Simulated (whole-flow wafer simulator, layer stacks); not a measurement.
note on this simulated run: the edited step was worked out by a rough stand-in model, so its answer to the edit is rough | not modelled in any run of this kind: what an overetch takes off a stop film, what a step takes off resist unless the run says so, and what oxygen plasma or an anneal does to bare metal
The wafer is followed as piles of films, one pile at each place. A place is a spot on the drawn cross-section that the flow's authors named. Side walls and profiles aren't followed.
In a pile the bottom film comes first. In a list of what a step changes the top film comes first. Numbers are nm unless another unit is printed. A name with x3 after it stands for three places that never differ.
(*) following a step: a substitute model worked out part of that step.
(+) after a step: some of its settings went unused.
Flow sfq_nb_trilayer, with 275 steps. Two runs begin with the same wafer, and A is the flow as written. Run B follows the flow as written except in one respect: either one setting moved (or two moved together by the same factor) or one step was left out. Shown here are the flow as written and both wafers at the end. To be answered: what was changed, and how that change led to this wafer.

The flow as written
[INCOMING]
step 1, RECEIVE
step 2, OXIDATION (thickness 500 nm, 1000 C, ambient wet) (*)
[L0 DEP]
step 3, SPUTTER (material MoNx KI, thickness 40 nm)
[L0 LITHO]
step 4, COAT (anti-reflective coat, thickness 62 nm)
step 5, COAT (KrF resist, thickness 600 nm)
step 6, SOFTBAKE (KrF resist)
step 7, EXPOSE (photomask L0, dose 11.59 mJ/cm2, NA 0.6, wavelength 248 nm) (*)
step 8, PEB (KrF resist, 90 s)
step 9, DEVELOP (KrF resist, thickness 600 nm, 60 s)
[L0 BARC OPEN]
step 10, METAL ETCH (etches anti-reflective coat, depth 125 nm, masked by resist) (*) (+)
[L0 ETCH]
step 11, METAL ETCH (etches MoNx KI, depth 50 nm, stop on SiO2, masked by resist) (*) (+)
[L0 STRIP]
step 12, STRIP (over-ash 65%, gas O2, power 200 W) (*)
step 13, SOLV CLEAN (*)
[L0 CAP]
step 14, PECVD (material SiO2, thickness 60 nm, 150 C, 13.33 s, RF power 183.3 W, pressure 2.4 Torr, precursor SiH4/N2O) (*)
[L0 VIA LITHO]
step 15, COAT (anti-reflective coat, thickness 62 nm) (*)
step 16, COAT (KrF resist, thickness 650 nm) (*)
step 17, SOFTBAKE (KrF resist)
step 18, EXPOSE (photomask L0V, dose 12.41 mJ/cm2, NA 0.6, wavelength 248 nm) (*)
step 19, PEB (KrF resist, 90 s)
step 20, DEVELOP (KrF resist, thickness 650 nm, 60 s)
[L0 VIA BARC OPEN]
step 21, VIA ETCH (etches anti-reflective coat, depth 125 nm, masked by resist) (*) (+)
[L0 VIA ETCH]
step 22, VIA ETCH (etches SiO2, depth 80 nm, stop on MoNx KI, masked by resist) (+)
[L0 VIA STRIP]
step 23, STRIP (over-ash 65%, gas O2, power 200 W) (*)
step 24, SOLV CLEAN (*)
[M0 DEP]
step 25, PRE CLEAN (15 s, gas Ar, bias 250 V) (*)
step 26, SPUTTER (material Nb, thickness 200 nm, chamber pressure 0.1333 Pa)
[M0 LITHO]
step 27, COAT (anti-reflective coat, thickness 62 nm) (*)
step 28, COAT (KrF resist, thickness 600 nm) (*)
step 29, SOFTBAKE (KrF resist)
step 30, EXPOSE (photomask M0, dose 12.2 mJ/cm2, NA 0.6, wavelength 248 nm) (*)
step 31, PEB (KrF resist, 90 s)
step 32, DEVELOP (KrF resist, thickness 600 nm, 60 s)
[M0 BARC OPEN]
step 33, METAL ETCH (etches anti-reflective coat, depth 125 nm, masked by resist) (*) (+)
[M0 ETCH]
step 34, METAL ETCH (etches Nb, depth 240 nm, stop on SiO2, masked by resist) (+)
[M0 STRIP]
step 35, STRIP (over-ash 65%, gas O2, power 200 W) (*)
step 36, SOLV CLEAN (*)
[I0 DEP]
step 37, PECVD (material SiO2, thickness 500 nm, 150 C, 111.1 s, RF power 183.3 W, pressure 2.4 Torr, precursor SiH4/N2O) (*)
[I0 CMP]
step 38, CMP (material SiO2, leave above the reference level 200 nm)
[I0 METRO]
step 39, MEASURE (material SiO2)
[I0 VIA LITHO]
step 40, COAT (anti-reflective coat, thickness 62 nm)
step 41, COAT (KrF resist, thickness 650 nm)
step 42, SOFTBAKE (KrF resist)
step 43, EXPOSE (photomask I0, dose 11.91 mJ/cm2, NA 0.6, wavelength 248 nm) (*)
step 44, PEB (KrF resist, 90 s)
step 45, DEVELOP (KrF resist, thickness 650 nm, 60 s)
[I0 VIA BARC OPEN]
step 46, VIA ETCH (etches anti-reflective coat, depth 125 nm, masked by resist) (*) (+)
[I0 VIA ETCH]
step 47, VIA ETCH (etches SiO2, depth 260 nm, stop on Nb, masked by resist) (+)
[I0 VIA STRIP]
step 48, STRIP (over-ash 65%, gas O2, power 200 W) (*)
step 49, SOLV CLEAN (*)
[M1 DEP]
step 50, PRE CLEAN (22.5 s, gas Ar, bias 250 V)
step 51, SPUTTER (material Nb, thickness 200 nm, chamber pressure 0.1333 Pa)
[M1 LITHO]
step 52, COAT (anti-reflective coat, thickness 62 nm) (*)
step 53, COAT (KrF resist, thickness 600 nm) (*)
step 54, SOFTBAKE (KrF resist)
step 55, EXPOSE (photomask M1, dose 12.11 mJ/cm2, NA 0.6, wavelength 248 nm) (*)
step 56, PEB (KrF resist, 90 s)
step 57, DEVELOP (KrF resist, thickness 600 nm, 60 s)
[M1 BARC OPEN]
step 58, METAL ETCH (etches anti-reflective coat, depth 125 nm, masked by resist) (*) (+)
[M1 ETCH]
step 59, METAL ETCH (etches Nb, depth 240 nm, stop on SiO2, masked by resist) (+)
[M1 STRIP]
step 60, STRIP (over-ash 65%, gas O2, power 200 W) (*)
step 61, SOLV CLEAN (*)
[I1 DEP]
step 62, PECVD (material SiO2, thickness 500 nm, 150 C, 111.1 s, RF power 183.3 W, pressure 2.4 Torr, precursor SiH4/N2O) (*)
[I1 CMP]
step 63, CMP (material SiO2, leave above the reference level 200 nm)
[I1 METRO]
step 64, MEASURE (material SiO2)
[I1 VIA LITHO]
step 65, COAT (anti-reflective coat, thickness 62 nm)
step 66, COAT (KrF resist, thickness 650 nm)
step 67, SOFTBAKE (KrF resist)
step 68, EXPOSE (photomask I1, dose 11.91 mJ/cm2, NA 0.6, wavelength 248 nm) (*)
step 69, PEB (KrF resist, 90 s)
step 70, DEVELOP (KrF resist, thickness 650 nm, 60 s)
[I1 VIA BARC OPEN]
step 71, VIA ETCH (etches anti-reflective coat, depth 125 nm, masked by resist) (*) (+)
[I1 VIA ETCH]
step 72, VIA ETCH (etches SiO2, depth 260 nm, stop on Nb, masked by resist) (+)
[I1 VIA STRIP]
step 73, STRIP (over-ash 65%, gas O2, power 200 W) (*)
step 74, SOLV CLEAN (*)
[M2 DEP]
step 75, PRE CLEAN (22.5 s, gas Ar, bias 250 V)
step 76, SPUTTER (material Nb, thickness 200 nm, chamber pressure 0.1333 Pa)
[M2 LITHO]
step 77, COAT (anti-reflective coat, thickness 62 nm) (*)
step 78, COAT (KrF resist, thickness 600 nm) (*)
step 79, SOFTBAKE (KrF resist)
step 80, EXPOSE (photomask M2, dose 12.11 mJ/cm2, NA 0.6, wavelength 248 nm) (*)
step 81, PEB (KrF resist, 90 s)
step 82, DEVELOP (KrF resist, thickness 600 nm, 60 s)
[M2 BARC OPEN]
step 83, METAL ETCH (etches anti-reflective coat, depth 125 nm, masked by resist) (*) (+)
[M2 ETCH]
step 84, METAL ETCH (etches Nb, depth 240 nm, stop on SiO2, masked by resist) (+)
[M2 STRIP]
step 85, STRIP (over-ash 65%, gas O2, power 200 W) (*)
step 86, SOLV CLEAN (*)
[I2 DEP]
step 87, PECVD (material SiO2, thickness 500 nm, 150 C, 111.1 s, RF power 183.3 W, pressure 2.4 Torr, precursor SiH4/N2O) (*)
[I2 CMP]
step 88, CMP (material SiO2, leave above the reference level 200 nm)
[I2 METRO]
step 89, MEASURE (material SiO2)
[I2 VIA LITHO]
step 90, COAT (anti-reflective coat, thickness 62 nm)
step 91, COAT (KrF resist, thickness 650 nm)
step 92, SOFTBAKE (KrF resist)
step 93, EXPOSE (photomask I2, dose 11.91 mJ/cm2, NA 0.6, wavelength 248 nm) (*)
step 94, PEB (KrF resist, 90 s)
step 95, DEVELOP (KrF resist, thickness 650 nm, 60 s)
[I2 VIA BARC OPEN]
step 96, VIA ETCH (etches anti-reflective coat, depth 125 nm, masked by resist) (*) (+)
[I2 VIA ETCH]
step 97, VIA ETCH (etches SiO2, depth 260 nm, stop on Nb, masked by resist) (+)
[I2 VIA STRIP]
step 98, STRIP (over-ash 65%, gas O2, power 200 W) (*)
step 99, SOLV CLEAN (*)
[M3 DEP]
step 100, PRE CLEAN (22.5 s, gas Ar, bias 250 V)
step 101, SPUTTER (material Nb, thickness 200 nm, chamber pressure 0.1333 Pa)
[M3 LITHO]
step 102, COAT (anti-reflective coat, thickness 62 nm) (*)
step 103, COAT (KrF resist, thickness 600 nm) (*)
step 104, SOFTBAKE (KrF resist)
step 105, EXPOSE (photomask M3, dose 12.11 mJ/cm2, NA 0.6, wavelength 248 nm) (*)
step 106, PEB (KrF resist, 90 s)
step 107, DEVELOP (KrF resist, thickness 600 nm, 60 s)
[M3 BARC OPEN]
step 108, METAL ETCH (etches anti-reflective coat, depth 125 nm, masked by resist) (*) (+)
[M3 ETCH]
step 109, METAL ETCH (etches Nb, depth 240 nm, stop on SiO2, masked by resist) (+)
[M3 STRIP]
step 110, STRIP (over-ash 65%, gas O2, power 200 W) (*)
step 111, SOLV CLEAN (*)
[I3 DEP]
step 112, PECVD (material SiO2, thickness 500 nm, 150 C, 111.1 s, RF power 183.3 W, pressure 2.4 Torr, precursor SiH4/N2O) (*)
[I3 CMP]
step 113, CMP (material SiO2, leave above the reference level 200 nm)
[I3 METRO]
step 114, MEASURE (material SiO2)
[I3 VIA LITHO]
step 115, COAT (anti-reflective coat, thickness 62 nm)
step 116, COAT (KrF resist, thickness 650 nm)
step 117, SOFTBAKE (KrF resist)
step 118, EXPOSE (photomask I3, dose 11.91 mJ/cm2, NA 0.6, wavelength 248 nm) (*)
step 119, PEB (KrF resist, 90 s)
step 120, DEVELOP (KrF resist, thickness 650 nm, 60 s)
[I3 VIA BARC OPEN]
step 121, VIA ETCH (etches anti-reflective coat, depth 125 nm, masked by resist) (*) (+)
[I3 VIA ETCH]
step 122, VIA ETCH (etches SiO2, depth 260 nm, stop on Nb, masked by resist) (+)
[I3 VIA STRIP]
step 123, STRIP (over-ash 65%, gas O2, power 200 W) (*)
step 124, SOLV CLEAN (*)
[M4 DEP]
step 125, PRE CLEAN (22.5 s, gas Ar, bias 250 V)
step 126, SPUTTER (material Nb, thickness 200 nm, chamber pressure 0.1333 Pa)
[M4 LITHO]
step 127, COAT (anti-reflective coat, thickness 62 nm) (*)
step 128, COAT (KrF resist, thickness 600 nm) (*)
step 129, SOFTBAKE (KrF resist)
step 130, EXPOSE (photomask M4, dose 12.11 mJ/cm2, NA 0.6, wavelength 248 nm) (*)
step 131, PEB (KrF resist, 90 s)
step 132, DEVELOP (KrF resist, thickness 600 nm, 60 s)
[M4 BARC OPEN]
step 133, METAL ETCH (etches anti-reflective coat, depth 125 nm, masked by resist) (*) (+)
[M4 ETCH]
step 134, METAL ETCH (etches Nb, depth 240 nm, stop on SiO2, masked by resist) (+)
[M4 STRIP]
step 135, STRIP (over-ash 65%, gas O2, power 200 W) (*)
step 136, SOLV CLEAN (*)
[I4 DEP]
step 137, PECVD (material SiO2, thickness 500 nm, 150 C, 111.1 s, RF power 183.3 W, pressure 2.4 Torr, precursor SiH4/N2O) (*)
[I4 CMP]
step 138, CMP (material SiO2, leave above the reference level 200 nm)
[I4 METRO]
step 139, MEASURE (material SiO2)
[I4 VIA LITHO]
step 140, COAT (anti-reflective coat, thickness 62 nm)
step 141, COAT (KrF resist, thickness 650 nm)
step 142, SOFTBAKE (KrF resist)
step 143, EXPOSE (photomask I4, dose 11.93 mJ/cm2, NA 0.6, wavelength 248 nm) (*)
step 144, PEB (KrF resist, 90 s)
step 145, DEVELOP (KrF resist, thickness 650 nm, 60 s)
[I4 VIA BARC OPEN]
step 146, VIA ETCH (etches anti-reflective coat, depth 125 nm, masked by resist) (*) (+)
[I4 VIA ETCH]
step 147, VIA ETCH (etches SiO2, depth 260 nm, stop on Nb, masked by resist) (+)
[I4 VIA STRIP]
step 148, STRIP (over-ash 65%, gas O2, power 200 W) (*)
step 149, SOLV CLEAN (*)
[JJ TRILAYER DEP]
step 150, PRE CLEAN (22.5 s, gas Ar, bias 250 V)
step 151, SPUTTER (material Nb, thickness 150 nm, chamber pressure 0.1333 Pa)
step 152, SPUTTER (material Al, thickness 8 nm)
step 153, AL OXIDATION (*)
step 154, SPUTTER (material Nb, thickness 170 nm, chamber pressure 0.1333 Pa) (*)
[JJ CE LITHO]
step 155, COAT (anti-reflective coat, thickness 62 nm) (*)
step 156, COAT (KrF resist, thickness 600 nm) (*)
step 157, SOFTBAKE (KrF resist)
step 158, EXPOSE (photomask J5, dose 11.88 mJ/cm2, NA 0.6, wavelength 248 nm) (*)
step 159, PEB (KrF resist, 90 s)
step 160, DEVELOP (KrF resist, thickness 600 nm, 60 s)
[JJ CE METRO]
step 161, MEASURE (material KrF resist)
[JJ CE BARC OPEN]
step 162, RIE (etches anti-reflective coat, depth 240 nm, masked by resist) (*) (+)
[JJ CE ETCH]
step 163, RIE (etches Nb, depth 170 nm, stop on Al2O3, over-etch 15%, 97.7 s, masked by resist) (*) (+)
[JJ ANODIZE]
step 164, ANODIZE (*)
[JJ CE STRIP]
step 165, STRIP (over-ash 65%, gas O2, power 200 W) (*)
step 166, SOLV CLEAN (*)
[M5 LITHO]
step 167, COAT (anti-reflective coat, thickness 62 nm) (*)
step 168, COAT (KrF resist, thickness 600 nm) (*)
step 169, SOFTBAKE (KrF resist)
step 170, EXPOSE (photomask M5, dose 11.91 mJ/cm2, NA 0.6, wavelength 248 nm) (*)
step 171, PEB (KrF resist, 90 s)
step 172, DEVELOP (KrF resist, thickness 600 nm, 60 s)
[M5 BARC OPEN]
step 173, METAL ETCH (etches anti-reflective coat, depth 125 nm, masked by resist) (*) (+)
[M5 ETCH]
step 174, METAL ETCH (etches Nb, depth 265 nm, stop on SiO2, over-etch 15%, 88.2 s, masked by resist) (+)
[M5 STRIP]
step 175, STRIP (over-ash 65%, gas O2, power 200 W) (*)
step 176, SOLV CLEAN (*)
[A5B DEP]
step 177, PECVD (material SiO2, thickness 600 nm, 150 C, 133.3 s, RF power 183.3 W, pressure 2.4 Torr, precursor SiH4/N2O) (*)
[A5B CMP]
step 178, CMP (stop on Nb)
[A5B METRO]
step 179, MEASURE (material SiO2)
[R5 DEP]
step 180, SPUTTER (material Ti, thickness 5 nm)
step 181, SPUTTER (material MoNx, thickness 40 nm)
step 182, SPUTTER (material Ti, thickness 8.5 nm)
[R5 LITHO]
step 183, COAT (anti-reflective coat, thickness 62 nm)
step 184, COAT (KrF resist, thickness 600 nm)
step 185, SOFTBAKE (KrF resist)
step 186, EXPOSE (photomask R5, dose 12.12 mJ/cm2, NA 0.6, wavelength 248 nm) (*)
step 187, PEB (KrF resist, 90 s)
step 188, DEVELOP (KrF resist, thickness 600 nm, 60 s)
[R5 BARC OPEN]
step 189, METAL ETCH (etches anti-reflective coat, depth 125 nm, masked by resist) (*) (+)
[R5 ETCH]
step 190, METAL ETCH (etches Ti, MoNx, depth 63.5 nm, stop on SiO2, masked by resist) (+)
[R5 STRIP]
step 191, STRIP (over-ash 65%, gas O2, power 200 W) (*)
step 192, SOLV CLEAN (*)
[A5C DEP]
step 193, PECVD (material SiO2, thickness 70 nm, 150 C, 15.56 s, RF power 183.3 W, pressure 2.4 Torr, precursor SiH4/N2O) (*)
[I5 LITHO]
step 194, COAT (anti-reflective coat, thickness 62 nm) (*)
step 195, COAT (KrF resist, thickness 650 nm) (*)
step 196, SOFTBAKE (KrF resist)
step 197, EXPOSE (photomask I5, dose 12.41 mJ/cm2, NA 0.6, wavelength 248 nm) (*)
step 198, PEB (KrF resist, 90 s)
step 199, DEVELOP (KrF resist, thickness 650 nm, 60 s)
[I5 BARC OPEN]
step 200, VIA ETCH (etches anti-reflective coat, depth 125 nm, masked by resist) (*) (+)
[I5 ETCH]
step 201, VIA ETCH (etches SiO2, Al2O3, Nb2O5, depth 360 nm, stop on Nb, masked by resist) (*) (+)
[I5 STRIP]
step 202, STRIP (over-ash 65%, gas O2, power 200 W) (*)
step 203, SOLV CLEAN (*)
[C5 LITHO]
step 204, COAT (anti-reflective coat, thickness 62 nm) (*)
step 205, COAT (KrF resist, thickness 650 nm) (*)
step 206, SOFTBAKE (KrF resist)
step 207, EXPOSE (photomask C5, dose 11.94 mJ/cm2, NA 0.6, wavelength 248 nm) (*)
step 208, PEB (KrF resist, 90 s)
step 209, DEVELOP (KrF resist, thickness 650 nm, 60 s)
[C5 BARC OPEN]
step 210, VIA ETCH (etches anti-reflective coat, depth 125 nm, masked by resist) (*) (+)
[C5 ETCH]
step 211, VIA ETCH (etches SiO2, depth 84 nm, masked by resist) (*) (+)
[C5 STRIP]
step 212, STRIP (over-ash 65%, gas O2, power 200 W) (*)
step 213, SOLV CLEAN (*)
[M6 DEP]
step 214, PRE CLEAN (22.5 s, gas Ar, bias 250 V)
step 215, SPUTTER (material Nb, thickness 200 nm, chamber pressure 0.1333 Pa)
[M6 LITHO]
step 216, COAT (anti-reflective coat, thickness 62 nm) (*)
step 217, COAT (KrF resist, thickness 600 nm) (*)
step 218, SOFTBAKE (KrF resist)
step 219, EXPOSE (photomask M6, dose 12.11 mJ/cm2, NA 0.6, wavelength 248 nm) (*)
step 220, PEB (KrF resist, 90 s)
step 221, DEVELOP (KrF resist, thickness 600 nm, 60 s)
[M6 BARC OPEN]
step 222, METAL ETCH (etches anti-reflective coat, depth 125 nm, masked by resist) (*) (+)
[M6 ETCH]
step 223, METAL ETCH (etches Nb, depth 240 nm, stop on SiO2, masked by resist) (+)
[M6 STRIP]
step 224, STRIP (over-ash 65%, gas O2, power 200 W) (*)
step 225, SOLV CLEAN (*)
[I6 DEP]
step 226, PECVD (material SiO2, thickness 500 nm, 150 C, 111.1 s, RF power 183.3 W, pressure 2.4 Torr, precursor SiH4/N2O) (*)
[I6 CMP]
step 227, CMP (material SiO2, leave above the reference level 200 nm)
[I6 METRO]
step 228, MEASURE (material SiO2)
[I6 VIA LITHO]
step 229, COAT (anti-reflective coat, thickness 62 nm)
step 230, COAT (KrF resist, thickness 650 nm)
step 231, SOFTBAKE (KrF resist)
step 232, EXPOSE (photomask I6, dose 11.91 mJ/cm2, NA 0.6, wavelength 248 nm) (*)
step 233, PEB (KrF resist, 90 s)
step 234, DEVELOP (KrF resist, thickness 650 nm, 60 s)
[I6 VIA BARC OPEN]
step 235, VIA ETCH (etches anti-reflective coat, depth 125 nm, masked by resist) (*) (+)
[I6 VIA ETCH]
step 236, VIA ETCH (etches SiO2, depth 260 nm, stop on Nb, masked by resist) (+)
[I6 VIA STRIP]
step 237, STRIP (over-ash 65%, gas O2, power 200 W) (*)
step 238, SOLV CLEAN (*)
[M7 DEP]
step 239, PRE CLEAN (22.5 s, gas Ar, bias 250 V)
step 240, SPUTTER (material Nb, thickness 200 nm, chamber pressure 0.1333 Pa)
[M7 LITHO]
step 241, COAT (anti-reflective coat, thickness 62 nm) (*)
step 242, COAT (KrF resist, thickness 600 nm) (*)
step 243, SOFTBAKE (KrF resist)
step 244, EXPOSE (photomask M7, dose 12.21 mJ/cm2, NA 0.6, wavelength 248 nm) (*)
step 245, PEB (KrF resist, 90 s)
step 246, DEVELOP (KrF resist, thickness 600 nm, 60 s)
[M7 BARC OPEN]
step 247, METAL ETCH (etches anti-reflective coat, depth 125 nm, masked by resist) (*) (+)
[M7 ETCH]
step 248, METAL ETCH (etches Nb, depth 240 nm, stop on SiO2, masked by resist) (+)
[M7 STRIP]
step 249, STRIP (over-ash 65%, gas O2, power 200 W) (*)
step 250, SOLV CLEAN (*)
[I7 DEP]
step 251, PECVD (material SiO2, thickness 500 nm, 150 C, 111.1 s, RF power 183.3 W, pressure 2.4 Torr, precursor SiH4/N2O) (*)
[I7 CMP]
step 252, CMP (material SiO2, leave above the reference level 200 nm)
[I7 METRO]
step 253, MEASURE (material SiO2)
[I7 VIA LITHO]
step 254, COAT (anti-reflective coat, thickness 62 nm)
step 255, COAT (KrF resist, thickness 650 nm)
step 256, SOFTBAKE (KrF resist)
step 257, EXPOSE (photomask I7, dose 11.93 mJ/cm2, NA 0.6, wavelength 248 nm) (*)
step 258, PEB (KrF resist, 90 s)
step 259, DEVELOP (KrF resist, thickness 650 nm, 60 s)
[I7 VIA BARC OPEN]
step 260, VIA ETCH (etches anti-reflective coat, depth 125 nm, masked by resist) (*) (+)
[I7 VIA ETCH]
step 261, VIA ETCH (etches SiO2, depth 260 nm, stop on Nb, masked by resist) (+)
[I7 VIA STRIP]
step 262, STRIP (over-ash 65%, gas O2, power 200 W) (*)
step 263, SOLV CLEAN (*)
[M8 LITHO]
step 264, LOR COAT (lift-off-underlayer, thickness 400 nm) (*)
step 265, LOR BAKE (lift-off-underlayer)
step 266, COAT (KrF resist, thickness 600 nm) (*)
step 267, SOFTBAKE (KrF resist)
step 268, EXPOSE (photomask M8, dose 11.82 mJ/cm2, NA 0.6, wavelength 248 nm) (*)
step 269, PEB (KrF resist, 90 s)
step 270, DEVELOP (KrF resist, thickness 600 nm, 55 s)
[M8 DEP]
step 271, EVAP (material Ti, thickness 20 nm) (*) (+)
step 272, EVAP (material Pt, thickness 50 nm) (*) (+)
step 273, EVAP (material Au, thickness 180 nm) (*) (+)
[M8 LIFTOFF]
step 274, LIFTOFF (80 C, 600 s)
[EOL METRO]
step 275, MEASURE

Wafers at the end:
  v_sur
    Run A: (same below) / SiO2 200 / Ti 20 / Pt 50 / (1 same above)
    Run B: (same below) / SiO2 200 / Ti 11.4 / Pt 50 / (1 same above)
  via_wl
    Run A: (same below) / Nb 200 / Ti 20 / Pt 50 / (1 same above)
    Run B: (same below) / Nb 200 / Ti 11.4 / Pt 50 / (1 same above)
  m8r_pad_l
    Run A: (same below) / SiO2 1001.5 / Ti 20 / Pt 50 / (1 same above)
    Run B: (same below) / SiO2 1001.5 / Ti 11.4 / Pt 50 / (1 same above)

Cause: step 271, EVAP: thickness 11.4 nm was run, while the flow as written has thickness 20 nm.
The wafer lets one read it off: v_sur has Ti 11.4, and step 271 as written asks for 20 nm.

Step by step, how the change led to this:
  step 271, EVAP (material Ti, thickness 20 nm) (*) (+)
      field_l, v_sur, via_wl and 103 more: A +20 Ti (new film) | B +11.4 Ti (new film)
  step 274, LIFTOFF (80 C, 600 s)
      p4_fl, p4_fm, p4_w1 and 71 more: A -180 Au (all of it), -50 Pt (all of it), -20 Ti (all of it), -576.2 KrF resist (all of it), -400 lift-off-underlayer (all of it) | B -180 Au (all of it), -50 Pt (all of it), -11.4 Ti (all of it), -576.2 KrF resist (all of it), -400 lift-off-underlayer (all of it)
      c5j, ce_r: A -180 Au (all of it), -50 Pt (all of it), -20 Ti (all of it), -573.3 KrF resist (all of it), -399.3 lift-off-underlayer (all of it) | B -180 Au (all of it), -50 Pt (all of it), -11.4 Ti (all of it), -573.3 KrF resist (all of it), -399.3 lift-off-underlayer (all of it)
      (and at 19 other places as well)
